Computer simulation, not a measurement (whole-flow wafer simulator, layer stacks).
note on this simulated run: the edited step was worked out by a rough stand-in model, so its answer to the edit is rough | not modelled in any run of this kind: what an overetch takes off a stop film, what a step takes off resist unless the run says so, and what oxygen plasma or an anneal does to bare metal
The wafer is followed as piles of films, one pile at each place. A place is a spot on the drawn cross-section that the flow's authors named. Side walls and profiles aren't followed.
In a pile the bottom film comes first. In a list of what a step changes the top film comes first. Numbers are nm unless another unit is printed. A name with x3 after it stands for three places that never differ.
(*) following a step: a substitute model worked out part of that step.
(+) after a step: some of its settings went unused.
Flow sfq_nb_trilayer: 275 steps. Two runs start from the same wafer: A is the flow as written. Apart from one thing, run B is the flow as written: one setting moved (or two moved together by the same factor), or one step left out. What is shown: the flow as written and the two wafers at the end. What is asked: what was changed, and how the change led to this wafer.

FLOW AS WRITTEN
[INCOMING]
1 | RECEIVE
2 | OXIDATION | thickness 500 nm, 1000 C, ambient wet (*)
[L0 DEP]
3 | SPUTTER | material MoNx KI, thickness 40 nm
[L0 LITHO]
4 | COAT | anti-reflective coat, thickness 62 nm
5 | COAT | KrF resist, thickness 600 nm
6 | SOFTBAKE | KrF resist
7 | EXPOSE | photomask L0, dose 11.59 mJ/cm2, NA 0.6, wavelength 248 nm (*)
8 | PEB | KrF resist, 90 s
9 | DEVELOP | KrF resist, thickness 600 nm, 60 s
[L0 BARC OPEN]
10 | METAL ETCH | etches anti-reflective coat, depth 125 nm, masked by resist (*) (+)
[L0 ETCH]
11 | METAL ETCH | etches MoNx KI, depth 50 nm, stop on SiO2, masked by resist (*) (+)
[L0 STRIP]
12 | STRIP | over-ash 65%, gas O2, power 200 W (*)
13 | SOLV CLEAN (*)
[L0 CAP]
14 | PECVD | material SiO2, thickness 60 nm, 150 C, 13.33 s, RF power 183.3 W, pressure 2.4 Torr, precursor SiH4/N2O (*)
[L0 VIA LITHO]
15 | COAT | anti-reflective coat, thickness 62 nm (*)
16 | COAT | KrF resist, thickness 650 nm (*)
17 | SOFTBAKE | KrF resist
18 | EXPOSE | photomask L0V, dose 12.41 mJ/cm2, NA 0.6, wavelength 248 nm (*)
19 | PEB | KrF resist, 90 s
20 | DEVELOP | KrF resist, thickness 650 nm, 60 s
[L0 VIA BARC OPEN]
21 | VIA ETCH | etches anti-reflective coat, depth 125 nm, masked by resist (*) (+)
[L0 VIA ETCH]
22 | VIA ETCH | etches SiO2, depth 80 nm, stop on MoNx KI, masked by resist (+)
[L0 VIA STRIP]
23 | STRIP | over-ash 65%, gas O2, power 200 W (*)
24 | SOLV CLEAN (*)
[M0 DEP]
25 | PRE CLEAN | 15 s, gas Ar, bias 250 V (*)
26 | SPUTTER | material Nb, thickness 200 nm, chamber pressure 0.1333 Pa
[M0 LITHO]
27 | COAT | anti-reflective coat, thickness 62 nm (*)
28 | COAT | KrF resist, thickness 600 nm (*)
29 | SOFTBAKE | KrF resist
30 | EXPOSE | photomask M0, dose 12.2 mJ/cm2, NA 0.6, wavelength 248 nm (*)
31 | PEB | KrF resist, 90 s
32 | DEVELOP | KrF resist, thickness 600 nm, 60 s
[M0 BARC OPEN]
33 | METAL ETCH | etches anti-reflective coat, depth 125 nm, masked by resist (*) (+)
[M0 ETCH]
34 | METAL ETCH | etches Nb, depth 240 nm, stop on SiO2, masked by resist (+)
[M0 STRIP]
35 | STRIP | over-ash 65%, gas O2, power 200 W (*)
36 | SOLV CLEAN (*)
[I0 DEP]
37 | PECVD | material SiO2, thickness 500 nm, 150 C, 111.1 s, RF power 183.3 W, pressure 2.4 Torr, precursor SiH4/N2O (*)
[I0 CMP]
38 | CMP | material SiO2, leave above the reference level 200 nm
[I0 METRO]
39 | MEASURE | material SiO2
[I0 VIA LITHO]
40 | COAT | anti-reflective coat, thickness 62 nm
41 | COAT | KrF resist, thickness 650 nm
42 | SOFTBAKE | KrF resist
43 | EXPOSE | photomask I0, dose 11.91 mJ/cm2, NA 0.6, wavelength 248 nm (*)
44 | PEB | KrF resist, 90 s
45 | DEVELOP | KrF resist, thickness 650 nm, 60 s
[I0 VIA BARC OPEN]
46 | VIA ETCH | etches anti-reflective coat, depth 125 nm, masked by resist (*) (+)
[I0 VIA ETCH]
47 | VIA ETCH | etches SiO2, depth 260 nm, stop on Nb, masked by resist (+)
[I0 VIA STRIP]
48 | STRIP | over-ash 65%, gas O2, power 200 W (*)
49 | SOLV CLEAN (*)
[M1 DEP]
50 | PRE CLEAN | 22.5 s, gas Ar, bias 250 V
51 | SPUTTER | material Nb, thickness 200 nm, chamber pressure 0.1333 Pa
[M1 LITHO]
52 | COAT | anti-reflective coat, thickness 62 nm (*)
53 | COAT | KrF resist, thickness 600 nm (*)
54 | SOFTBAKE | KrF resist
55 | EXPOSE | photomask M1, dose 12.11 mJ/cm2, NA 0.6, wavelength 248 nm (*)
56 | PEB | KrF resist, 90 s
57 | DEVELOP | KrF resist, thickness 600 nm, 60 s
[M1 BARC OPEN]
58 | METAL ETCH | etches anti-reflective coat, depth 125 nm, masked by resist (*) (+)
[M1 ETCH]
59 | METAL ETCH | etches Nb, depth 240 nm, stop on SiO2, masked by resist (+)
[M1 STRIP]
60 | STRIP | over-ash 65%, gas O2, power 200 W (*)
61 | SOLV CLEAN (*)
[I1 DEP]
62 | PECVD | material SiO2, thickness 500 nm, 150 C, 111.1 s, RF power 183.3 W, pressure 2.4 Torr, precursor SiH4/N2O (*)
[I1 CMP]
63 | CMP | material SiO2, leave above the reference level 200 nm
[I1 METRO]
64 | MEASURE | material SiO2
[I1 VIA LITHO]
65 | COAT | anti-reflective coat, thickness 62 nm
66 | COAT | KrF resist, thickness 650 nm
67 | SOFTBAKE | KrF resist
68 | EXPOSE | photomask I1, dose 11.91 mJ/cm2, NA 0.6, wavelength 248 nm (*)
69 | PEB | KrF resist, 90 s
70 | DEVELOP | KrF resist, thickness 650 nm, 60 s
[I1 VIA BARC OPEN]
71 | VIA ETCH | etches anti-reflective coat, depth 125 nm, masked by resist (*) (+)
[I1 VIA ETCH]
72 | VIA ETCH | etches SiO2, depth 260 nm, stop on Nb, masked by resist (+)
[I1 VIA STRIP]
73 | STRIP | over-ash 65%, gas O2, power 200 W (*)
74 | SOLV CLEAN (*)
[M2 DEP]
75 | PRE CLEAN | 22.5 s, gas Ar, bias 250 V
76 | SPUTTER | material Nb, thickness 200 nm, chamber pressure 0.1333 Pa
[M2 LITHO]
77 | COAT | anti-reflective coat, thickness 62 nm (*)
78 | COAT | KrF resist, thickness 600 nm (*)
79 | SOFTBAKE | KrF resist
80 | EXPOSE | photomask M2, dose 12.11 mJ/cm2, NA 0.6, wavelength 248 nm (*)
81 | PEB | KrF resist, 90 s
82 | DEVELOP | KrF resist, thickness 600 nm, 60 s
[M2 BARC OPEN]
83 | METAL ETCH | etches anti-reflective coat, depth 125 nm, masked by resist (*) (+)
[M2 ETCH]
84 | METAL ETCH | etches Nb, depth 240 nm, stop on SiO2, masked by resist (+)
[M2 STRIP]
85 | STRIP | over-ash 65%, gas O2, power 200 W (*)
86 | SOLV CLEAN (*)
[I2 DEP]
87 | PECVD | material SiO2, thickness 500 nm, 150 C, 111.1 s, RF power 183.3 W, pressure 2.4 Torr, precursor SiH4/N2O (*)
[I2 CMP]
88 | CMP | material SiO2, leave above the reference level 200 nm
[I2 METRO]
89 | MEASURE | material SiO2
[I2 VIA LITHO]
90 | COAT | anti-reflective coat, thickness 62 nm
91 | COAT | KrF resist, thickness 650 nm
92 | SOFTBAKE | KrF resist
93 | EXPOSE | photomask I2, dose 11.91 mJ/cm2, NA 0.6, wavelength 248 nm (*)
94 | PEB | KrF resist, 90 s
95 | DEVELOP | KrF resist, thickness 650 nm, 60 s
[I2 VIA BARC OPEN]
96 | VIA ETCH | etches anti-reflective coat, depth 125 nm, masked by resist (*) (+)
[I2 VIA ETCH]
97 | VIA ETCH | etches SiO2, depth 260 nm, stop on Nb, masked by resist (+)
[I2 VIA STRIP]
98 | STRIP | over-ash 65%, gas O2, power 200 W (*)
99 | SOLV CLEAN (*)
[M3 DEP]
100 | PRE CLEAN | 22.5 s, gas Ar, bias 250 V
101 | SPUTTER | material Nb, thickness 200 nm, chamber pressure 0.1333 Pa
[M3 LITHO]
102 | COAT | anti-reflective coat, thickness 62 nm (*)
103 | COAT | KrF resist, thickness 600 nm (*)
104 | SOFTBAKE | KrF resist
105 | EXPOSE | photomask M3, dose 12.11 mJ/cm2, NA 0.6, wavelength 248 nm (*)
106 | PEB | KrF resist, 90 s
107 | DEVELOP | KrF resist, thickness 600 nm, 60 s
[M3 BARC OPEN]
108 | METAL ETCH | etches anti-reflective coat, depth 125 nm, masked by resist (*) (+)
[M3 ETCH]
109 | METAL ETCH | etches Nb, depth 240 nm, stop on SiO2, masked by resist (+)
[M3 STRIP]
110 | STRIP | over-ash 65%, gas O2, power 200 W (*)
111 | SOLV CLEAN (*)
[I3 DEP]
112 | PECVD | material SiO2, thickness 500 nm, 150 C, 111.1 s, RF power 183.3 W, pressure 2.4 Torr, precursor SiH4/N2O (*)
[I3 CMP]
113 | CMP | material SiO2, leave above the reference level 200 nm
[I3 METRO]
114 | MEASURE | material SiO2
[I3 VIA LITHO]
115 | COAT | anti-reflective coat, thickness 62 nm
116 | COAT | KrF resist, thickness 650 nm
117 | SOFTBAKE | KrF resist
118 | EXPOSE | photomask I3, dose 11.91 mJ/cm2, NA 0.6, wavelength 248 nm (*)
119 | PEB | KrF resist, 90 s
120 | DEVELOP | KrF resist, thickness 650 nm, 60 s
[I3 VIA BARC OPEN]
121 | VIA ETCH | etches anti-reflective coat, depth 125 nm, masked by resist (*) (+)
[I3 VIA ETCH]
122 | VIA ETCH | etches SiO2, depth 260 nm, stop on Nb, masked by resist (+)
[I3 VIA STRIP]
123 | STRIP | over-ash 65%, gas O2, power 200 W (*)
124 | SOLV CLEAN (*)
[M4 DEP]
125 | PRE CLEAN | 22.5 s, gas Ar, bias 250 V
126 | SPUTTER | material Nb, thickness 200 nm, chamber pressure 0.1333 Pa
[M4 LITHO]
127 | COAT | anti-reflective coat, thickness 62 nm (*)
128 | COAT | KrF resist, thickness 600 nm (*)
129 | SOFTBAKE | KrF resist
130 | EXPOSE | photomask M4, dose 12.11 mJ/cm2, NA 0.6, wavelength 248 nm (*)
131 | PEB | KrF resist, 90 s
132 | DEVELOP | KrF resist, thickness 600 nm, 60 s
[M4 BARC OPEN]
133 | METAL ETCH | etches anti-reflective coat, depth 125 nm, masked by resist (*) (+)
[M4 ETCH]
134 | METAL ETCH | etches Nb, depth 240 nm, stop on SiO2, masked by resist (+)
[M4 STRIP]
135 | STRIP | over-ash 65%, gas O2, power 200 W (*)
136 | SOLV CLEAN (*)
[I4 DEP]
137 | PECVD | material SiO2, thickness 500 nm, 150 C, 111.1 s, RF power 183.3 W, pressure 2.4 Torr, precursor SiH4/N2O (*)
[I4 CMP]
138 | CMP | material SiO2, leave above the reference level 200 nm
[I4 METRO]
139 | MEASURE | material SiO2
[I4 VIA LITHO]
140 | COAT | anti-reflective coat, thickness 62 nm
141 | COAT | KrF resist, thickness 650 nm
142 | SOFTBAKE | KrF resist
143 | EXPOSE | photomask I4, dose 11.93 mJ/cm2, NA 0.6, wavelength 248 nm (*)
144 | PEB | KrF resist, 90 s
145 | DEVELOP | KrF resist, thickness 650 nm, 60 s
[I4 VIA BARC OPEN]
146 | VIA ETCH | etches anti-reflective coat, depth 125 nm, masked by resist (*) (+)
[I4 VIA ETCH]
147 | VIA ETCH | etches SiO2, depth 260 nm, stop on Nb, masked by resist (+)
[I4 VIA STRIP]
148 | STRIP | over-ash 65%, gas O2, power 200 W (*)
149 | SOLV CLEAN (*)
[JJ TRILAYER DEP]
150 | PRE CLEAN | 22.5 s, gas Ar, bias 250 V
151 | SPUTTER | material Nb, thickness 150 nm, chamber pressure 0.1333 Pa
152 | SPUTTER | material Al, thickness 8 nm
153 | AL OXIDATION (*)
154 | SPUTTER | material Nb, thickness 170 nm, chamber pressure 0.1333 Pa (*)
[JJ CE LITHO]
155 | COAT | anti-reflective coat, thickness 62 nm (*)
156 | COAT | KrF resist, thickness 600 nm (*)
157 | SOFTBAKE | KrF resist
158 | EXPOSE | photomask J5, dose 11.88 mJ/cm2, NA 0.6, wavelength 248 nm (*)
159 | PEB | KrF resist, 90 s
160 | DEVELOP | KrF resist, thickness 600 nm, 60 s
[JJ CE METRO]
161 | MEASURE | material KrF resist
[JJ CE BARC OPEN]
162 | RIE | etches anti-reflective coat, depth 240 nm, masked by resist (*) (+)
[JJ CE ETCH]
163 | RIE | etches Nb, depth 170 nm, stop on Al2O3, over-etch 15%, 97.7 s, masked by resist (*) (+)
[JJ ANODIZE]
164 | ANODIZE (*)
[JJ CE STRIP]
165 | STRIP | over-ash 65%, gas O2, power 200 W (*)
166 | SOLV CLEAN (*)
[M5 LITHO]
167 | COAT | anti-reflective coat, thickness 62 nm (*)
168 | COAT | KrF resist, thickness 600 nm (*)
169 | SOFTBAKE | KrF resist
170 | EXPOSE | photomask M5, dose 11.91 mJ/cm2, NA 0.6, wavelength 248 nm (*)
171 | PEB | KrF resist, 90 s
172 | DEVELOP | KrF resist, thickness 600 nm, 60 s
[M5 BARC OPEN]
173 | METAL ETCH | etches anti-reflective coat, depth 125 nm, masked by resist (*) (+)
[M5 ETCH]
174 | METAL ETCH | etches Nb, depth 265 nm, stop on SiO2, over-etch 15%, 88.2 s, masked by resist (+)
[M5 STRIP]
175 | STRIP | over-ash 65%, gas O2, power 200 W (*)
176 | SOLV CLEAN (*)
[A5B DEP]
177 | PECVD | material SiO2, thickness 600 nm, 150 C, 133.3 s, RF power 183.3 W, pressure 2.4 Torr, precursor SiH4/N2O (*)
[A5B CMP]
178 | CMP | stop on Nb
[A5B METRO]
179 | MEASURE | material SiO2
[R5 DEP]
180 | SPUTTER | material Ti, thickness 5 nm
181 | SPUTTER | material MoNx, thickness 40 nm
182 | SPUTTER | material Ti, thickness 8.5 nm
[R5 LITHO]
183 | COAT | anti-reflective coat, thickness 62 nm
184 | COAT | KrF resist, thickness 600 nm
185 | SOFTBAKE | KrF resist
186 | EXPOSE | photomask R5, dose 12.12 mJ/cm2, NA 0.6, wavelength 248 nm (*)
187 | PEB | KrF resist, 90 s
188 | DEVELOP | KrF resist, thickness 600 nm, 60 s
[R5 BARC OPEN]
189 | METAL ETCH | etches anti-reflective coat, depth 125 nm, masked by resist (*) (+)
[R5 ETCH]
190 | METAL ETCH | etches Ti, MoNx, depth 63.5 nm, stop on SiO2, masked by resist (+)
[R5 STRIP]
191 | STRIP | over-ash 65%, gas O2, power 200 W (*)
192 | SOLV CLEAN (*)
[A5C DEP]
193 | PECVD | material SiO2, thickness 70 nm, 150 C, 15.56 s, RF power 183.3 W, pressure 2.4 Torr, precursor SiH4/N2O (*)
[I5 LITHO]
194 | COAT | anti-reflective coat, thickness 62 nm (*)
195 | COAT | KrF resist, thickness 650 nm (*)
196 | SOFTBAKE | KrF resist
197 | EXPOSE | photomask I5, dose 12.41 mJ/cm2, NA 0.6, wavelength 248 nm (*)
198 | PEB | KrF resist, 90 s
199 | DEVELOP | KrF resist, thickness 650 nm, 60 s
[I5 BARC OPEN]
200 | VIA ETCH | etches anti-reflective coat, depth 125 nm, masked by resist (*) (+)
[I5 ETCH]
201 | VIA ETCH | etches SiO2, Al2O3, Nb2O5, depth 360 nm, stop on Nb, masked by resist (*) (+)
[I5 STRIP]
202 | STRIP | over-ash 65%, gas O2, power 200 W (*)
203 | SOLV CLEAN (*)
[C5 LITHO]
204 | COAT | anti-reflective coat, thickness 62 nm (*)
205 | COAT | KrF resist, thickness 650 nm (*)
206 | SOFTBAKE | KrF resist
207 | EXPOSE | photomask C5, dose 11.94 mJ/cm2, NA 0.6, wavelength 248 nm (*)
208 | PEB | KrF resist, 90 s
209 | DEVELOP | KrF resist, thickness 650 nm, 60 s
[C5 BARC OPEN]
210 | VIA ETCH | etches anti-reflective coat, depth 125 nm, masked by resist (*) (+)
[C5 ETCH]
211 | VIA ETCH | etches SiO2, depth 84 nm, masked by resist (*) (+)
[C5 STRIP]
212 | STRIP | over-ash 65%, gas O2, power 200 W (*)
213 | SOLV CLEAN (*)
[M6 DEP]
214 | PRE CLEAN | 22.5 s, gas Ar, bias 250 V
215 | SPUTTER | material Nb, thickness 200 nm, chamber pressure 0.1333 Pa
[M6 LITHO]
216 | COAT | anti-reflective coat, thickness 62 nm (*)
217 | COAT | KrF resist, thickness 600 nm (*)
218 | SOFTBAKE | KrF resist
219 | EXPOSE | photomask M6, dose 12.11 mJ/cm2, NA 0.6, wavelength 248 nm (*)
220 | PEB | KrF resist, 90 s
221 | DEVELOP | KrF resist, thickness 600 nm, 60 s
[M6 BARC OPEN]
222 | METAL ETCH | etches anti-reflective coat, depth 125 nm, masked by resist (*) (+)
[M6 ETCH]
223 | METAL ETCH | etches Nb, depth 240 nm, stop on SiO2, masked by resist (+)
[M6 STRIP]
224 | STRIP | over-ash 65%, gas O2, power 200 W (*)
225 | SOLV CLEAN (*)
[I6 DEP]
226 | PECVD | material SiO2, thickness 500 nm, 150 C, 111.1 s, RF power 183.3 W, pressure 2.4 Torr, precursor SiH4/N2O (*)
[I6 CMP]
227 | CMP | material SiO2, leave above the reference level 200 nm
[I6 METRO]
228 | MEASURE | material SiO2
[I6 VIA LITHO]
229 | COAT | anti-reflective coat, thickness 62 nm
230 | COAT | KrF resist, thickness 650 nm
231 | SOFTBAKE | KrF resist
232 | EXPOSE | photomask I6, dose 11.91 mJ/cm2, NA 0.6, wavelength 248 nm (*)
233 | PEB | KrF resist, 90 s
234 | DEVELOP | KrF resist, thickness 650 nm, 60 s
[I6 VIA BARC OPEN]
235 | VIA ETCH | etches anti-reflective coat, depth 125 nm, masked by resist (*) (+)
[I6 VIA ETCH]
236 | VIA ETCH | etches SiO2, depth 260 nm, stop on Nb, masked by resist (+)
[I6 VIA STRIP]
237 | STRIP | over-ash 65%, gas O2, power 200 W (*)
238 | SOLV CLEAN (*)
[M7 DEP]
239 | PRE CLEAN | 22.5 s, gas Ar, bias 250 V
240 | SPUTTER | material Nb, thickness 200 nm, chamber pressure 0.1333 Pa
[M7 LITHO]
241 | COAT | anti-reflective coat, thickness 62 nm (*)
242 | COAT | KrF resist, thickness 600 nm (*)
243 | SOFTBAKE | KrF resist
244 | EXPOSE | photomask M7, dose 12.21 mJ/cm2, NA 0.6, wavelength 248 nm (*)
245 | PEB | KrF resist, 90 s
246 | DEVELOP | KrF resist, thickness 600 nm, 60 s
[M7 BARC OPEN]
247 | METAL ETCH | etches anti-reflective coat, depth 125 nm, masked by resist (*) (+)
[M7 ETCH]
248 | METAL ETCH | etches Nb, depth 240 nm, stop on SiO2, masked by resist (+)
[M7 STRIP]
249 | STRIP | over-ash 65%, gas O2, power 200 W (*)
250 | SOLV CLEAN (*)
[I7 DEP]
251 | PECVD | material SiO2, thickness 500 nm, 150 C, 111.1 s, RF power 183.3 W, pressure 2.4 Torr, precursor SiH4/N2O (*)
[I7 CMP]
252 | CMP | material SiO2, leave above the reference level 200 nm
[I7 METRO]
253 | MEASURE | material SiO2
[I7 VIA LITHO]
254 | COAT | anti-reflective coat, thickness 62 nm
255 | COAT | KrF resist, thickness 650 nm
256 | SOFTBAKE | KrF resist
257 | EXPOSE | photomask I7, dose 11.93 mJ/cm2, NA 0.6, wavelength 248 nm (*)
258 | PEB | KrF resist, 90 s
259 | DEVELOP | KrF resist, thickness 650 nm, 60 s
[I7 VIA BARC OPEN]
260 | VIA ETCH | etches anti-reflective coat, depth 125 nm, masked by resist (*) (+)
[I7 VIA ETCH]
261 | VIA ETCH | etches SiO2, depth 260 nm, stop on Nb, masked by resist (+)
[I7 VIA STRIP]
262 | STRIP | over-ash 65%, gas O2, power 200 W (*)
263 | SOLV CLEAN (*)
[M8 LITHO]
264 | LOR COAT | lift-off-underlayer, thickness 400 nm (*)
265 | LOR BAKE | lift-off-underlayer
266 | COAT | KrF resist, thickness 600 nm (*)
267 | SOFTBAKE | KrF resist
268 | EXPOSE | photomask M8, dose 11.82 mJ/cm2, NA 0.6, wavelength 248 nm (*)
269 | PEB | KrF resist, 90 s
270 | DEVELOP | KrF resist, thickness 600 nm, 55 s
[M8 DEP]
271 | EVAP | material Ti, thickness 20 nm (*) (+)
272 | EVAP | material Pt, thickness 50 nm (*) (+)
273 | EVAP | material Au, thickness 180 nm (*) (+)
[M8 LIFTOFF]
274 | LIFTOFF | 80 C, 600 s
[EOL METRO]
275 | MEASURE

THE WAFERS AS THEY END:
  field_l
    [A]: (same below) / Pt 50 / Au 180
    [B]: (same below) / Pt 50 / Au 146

The reason: step 273, EVAP: thickness 146 nm was run, whereas the flow has thickness 180 nm.
One can read it off the wafer: field_l has Au 146, and step 273 as written asks for 180 nm.

Step by step, how the change led to this:
  273 | EVAP | material Au, thickness 180 nm (*) (+)
      field_l, v_sur, via_wl and 103 more: A +180 Au (new film) | B +146 Au (new film)
  274 | LIFTOFF | 80 C, 600 s
      p4_fl, p4_fm, p4_w1 and 71 more: A -180 Au (all of it), -50 Pt (all of it), -20 Ti (all of it), -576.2 KrF resist (all of it), -400 lift-off-underlayer (all of it) | B -146 Au (all of it), -50 Pt (all of it), -20 Ti (all of it), -576.2 KrF resist (all of it), -400 lift-off-underlayer (all of it)
      c5j, ce_r: A -180 Au (all of it), -50 Pt (all of it), -20 Ti (all of it), -573.3 KrF resist (all of it), -399.3 lift-off-underlayer (all of it) | B -146 Au (all of it), -50 Pt (all of it), -20 Ti (all of it), -573.3 KrF resist (all of it), -399.3 lift-off-underlayer (all of it)
      (as well as at 19 more places)
